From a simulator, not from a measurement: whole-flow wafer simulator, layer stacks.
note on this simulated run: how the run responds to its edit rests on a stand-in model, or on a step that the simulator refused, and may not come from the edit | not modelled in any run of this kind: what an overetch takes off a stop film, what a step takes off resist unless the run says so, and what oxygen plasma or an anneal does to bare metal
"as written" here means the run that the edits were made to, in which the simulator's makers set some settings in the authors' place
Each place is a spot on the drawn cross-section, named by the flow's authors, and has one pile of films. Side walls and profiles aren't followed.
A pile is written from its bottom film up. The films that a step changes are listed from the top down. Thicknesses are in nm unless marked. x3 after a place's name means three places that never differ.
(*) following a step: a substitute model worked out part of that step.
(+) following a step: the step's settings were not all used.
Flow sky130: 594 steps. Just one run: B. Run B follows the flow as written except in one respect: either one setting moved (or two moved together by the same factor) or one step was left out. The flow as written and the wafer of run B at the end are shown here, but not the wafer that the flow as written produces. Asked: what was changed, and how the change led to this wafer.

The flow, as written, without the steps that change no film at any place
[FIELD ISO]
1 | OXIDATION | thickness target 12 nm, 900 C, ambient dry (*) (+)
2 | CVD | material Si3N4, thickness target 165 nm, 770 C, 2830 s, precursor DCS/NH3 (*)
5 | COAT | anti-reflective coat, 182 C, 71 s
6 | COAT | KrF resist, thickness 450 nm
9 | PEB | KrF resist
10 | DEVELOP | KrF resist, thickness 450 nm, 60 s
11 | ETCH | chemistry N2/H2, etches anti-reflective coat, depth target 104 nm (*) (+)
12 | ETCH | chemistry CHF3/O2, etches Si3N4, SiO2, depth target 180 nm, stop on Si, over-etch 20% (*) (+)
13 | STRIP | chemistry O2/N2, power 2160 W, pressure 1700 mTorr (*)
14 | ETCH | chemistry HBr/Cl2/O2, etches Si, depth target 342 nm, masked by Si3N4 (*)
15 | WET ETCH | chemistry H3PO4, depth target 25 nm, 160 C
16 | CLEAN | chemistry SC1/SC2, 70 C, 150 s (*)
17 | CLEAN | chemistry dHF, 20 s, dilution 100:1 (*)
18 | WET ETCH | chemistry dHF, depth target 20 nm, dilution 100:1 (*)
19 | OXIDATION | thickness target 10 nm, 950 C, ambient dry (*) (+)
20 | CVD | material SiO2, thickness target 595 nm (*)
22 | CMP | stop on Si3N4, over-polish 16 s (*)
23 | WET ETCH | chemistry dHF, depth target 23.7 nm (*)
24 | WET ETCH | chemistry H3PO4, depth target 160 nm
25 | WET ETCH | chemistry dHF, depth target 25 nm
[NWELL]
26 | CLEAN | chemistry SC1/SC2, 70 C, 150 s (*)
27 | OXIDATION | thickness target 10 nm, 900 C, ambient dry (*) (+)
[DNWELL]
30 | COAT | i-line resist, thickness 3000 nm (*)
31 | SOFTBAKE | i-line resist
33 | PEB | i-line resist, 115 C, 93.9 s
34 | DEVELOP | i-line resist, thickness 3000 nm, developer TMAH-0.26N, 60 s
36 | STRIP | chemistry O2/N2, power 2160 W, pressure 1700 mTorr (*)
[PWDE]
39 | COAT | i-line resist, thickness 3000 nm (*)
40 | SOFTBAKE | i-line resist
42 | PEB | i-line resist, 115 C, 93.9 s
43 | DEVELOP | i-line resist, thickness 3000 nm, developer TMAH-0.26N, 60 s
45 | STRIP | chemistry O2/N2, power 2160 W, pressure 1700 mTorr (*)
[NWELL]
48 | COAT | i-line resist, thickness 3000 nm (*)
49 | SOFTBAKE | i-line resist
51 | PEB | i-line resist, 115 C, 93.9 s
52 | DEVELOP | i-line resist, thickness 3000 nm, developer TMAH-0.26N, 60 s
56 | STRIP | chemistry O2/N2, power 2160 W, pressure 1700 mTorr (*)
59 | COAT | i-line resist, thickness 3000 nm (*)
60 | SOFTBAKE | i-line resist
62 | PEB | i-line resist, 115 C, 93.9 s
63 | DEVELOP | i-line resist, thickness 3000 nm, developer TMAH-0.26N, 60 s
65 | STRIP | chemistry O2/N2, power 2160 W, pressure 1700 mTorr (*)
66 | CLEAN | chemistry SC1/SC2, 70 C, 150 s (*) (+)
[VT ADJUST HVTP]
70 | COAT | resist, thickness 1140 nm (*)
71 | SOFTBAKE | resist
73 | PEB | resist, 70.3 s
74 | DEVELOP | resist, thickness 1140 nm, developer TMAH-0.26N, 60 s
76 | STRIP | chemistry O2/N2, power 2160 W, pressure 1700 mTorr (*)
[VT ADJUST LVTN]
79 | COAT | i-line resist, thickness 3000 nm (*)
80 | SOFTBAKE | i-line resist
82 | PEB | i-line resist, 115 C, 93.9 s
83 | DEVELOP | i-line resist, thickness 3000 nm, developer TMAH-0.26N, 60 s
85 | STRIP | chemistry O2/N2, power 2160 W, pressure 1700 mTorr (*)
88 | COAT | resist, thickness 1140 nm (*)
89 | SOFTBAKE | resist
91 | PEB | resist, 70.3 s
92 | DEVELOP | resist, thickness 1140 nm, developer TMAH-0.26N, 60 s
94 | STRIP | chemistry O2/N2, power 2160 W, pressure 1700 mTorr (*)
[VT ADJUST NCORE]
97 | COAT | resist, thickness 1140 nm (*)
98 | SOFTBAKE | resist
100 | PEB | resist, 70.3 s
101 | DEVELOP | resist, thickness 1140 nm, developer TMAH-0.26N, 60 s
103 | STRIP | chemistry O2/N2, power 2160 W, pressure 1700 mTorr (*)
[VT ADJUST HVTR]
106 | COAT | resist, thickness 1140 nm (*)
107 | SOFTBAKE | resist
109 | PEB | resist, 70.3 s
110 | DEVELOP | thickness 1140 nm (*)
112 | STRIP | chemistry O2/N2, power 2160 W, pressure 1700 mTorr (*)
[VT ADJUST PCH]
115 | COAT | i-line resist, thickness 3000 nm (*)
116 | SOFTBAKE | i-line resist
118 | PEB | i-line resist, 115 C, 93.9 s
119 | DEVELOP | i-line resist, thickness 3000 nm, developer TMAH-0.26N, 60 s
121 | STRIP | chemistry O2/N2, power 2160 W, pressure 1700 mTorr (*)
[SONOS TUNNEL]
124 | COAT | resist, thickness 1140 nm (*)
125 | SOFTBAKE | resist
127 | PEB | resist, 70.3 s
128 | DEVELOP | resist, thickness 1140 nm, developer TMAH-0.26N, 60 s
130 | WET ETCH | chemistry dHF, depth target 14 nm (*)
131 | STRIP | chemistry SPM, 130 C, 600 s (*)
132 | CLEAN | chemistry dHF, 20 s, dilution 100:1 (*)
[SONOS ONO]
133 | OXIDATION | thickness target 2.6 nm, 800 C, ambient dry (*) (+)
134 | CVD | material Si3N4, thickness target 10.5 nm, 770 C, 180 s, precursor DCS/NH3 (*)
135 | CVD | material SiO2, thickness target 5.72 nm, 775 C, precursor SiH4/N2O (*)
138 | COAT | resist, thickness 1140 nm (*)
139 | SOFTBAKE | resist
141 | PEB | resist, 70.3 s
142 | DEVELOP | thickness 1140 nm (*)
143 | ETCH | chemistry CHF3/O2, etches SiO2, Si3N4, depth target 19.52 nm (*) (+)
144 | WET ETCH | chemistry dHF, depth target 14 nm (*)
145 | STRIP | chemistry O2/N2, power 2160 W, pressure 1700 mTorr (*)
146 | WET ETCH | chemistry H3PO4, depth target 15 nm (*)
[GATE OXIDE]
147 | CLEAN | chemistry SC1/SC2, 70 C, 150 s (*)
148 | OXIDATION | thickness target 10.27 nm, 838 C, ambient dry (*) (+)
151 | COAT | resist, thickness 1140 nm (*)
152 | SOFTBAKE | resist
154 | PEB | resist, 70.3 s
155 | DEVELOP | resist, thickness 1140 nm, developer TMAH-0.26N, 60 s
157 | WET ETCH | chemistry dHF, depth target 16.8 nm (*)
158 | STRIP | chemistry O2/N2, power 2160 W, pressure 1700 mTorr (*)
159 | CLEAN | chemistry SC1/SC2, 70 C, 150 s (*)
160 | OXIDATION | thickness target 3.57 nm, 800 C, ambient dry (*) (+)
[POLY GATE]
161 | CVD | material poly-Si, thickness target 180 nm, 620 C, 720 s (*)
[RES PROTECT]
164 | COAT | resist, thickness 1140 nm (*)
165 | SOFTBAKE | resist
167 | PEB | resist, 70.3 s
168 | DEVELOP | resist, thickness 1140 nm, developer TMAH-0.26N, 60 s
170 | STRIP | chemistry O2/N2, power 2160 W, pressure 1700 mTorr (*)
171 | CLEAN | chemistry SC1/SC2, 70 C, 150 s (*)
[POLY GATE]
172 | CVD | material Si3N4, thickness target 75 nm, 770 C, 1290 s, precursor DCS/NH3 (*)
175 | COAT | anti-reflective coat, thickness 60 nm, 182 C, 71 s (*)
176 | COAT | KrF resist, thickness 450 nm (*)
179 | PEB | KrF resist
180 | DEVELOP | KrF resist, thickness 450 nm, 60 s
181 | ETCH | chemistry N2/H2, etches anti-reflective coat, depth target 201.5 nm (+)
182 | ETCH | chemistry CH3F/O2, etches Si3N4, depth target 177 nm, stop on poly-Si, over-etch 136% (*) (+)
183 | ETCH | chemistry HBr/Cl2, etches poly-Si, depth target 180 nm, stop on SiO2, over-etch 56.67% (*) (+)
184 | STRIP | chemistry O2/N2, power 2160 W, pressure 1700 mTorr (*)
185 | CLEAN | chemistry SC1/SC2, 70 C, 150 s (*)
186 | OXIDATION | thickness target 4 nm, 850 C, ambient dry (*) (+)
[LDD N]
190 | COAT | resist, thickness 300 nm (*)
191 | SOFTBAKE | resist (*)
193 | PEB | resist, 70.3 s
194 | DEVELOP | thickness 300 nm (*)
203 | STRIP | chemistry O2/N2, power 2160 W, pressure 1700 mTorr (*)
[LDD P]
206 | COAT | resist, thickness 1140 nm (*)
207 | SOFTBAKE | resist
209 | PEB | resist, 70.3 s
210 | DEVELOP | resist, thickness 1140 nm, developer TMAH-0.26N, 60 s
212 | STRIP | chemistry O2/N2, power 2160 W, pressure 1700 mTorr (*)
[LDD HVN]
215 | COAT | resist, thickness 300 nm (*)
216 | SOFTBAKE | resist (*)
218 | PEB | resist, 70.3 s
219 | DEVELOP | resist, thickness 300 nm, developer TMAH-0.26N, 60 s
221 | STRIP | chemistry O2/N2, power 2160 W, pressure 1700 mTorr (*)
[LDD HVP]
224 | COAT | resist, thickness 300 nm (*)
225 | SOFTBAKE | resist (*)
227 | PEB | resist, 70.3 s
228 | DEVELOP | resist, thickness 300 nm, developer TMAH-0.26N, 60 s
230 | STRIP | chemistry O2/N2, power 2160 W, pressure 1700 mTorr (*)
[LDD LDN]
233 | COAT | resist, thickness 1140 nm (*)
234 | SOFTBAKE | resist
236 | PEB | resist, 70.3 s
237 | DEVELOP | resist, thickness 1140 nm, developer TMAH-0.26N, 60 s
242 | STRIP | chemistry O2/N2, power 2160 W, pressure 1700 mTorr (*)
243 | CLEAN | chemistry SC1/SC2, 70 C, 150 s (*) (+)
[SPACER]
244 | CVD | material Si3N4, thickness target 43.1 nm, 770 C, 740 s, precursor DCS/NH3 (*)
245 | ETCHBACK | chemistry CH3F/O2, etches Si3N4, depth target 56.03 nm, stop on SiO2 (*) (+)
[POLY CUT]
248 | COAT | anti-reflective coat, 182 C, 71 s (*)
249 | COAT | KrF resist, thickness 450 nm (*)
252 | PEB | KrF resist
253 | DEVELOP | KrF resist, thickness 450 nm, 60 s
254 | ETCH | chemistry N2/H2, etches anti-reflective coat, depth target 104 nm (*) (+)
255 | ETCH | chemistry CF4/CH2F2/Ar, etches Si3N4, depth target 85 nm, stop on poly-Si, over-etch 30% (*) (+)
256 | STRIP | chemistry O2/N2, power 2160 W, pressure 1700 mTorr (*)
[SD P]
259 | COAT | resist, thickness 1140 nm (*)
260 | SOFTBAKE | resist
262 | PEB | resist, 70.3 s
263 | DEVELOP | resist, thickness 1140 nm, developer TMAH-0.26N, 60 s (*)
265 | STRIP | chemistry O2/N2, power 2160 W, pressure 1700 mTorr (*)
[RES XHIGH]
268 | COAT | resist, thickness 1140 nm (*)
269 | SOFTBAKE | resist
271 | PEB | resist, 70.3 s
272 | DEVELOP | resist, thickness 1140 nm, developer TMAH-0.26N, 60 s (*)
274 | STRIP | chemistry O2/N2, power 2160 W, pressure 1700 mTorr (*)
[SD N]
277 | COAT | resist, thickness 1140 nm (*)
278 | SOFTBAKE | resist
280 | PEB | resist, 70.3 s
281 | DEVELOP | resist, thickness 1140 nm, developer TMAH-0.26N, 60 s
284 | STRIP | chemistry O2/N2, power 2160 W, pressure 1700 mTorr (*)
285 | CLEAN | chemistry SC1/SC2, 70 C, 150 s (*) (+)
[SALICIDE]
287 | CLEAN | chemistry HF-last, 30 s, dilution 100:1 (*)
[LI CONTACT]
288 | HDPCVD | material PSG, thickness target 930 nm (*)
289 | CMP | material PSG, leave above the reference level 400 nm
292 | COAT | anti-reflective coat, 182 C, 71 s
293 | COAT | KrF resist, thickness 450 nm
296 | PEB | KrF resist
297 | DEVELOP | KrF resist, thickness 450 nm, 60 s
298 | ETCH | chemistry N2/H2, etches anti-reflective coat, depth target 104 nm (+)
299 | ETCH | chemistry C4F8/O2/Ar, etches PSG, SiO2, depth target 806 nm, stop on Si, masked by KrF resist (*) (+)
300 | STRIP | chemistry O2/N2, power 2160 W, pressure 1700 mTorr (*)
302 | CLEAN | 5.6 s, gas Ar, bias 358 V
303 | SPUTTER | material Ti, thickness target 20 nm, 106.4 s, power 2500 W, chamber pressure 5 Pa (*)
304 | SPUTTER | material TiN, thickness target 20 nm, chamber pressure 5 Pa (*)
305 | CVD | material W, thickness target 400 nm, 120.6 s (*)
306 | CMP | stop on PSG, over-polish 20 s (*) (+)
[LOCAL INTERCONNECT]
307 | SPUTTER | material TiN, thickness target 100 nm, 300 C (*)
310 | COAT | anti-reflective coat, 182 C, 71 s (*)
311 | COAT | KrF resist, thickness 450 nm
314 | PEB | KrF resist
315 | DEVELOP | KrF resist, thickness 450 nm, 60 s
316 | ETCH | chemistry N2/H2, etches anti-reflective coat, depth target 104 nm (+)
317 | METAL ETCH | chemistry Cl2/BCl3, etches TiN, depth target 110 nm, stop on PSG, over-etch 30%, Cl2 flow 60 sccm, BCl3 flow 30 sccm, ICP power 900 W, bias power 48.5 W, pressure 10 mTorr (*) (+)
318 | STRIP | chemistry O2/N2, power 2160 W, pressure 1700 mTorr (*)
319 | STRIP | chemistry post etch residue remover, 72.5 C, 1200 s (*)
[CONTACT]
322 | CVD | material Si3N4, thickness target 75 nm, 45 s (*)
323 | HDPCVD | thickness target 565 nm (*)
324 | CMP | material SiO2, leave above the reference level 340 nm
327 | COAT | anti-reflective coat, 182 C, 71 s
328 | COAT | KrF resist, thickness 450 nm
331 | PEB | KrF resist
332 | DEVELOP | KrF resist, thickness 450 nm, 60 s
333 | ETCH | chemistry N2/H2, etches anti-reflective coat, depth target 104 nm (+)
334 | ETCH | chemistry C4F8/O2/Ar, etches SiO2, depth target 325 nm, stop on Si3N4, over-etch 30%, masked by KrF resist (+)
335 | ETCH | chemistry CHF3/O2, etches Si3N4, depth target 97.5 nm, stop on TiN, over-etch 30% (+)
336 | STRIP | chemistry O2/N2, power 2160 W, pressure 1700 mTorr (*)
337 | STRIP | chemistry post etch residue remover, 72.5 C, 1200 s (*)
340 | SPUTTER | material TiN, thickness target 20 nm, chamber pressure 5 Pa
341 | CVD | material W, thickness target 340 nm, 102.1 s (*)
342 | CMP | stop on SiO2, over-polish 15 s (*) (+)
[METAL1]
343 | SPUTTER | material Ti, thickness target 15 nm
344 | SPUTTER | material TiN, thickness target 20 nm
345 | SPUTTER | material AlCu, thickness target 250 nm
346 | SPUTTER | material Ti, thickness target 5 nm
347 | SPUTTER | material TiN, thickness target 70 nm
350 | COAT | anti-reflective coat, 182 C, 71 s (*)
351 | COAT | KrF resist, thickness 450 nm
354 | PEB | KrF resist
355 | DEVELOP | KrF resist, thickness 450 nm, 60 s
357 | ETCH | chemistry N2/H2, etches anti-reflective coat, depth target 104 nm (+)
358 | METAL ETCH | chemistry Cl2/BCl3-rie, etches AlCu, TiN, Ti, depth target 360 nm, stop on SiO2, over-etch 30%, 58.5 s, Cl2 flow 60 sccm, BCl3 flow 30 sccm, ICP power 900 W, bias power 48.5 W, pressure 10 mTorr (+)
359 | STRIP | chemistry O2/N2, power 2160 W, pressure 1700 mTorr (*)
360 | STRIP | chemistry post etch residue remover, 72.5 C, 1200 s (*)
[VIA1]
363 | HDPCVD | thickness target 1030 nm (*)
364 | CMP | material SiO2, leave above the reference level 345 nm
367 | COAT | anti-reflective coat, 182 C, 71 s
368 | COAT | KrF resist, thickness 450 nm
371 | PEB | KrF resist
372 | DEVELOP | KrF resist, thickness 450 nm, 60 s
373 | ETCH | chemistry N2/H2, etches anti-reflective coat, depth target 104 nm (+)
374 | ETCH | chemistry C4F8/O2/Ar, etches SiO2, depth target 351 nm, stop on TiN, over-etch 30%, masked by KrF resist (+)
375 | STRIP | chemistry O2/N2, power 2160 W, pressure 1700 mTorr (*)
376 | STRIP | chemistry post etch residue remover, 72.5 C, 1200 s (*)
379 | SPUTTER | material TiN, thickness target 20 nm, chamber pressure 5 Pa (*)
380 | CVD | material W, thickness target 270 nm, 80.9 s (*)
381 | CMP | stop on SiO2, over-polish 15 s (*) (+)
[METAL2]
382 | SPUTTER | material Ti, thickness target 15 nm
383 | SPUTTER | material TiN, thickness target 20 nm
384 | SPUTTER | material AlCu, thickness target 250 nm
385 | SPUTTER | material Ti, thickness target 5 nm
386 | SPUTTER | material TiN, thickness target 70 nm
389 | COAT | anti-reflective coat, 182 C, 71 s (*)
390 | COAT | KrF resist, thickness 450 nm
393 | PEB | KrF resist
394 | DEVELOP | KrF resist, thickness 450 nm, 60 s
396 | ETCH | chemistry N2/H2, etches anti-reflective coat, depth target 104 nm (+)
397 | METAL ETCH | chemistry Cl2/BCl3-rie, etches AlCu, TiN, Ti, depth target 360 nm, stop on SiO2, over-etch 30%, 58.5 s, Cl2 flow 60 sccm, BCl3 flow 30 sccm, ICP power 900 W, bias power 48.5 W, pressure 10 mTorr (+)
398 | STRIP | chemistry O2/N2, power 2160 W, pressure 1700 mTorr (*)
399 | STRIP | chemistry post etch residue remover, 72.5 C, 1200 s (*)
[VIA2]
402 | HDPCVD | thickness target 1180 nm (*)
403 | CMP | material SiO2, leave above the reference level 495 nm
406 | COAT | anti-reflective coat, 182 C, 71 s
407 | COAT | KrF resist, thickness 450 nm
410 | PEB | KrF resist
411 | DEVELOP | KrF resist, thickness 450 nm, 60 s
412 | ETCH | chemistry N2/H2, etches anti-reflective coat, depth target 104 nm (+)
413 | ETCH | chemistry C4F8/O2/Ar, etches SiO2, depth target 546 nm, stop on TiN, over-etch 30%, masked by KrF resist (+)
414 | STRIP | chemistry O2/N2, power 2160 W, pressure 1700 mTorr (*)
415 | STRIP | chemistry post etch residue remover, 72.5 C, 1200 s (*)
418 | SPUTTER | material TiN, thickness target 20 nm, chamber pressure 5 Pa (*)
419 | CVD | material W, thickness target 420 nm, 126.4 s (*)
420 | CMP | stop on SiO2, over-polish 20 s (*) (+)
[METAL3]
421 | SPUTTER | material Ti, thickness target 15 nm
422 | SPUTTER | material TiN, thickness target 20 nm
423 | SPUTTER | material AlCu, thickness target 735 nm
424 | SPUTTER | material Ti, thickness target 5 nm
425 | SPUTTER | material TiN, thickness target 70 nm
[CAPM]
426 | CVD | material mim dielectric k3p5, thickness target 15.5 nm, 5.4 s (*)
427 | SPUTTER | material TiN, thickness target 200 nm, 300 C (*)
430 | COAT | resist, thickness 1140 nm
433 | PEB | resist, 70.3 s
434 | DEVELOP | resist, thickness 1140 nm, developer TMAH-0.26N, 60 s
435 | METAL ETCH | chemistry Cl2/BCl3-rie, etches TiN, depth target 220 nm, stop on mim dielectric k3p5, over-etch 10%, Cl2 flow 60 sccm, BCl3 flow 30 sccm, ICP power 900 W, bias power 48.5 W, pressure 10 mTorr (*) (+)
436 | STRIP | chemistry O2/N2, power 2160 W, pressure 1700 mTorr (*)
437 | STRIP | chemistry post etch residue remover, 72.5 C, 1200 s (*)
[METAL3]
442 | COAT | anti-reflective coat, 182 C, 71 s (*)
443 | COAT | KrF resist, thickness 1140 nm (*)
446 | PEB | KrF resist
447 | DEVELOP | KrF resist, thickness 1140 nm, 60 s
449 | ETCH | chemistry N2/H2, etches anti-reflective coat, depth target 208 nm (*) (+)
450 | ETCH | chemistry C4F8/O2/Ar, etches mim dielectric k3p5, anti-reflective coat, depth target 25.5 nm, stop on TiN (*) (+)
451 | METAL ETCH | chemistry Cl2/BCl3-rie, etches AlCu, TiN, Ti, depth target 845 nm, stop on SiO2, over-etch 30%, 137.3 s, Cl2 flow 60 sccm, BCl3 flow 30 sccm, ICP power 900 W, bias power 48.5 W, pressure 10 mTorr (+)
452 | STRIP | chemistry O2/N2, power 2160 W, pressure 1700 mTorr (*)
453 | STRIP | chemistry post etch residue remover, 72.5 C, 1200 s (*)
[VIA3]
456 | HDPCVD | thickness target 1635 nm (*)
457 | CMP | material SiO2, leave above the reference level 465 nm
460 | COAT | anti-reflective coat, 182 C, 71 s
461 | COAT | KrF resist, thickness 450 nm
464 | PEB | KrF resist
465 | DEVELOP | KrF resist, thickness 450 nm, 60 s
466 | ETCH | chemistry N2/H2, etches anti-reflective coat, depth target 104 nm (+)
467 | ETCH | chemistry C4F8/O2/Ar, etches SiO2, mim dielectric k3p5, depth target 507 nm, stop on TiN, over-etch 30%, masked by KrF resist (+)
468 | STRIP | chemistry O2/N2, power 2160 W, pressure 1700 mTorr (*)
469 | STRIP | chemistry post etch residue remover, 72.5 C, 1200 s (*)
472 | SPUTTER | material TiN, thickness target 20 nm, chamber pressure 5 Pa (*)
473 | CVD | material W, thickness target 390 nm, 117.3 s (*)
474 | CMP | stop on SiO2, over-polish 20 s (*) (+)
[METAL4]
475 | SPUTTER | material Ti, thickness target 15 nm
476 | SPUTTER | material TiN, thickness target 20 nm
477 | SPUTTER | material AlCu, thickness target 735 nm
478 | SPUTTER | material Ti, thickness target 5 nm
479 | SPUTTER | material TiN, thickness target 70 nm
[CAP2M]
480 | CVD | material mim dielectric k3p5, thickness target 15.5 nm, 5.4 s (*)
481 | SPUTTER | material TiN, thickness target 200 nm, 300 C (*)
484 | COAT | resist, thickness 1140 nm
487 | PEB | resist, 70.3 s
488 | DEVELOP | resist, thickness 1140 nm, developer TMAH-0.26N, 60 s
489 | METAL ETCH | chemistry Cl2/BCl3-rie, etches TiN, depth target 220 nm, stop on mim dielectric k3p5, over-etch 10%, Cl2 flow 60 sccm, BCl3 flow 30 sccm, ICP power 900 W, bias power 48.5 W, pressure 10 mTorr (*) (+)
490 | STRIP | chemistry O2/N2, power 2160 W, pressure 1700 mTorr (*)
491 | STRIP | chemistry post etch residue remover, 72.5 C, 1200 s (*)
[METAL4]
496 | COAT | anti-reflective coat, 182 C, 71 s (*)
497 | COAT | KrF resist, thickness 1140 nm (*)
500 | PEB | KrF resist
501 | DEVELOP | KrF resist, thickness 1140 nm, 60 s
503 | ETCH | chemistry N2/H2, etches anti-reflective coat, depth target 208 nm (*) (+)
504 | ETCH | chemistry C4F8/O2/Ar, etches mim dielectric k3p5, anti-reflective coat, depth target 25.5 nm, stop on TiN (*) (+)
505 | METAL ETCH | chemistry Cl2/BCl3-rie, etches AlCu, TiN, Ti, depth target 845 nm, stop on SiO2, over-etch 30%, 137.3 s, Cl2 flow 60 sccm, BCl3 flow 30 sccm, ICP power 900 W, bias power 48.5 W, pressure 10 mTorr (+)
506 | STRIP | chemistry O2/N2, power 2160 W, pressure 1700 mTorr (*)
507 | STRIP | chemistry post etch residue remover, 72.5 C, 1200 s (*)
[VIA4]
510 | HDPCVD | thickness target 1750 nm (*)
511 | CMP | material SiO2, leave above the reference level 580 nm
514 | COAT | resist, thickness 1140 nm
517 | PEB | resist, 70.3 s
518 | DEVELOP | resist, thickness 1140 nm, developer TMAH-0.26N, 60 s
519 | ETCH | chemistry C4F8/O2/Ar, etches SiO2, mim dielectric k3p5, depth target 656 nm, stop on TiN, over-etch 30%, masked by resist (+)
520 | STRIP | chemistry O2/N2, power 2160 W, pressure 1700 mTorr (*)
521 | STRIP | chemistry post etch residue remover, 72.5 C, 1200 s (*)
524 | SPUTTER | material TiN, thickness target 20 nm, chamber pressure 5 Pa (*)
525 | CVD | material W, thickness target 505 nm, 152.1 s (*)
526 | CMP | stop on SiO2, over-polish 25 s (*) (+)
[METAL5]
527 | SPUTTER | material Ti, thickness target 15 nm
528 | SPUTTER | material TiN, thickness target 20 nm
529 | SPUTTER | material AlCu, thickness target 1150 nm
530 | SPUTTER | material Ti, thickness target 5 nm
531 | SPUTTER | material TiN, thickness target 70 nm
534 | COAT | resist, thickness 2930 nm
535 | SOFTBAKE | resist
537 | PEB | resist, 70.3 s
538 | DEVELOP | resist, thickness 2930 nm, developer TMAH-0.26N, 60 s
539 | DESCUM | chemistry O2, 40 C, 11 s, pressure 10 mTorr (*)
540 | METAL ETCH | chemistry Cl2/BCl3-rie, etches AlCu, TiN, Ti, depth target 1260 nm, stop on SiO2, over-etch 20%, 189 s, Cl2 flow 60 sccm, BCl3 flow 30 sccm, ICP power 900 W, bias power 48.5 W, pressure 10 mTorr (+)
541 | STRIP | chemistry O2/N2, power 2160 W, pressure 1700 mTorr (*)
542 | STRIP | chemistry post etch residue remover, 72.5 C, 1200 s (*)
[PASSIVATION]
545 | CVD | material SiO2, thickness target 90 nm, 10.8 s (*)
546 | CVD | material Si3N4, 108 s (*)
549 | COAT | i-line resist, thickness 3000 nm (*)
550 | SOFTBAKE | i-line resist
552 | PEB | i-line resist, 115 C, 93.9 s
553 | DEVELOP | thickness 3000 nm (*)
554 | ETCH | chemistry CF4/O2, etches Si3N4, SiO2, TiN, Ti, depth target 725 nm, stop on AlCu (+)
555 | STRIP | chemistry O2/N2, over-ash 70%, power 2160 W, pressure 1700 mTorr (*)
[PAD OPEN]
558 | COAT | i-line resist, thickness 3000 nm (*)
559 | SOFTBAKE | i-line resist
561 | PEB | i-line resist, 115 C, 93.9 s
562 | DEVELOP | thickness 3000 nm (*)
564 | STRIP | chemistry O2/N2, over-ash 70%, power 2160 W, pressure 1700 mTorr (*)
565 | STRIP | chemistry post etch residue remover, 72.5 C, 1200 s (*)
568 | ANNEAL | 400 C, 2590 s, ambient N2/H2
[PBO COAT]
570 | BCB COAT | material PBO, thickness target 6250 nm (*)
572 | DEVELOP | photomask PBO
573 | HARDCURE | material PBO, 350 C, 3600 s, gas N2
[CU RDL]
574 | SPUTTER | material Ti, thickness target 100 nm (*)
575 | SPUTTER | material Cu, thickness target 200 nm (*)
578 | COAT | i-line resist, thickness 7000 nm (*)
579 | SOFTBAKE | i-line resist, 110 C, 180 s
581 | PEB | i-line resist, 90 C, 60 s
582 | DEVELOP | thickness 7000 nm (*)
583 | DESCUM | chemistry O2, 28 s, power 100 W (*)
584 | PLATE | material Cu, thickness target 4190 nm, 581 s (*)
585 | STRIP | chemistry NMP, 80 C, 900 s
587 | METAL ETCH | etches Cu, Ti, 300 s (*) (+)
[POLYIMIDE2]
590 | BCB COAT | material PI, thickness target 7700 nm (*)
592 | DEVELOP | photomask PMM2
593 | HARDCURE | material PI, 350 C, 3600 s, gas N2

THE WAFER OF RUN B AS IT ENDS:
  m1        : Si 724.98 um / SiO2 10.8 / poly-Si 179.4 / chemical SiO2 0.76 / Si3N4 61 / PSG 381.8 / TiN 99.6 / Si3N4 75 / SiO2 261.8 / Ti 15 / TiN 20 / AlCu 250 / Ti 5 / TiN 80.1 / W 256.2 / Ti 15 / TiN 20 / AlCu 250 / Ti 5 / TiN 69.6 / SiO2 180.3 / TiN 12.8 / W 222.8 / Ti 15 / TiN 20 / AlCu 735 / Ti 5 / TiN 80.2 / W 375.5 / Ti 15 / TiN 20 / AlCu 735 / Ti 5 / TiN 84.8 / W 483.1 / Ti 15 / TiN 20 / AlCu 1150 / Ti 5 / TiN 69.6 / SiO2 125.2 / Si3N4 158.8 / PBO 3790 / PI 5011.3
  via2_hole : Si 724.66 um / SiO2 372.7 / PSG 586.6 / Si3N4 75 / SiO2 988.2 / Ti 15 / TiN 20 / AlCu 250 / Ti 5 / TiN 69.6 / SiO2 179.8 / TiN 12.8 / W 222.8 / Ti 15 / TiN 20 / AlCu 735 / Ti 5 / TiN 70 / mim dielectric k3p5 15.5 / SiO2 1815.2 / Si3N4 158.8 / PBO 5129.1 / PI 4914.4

What caused this: step 413, ETCH: depth target 240 nm was run, while the flow as written has depth target 546 nm.

The path from the change to this, step by step:
  413 | ETCH | chemistry C4F8/O2/Ar, etches SiO2, depth target 546 nm, stop on TiN, over-etch 30%, masked by KrF resist (+)
      m1: SiO2 loses 240 (in the flow as written it would be: SiO2 loses 420.3 (all of it))
      via2_hole: SiO2 loses 240 (in the flow as written it would be: SiO2 loses 419.8 (all of it))
      (also at 189 further places)
  414 | STRIP | chemistry O2/N2, power 2160 W, pressure 1700 mTorr (*)
      field, active, n_well and 186 more: KrF resist loses 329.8 (all of it), anti-reflective coat loses 80 (all of it) (in the flow as written it would be: KrF resist loses 268.6 (all of it), anti-reflective coat loses 80 (all of it))
  418 | SPUTTER | material TiN, thickness target 20 nm, chamber pressure 5 Pa (*)
      m1, via2_hole: TiN gains 12.8 (new film) (in the flow as written it would be: TiN gains 10.2)
  419 | CVD | material W, thickness target 420 nm, 126.4 s (*)
      m1: W gains 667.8 (new film) (in the flow as written it would be: W gains 851.1 (new film))
      via2_hole: W gains 667.8 (new film) (in the flow as written it would be: W gains 850.7 (new film))
If metal films that touch count as one body, m1 has 3 bodies (between them, from the top down: SiO2 180.3; SiO2 261.8 / Si3N4 75); the flow as written gives 2 bodies (between them, from the top down: SiO2 261.8 / Si3N4 75).
If metal films that touch count as one body, via2_hole has 2 bodies (between them, from the top down: SiO2 179.8); the flow as written gives 1 body.
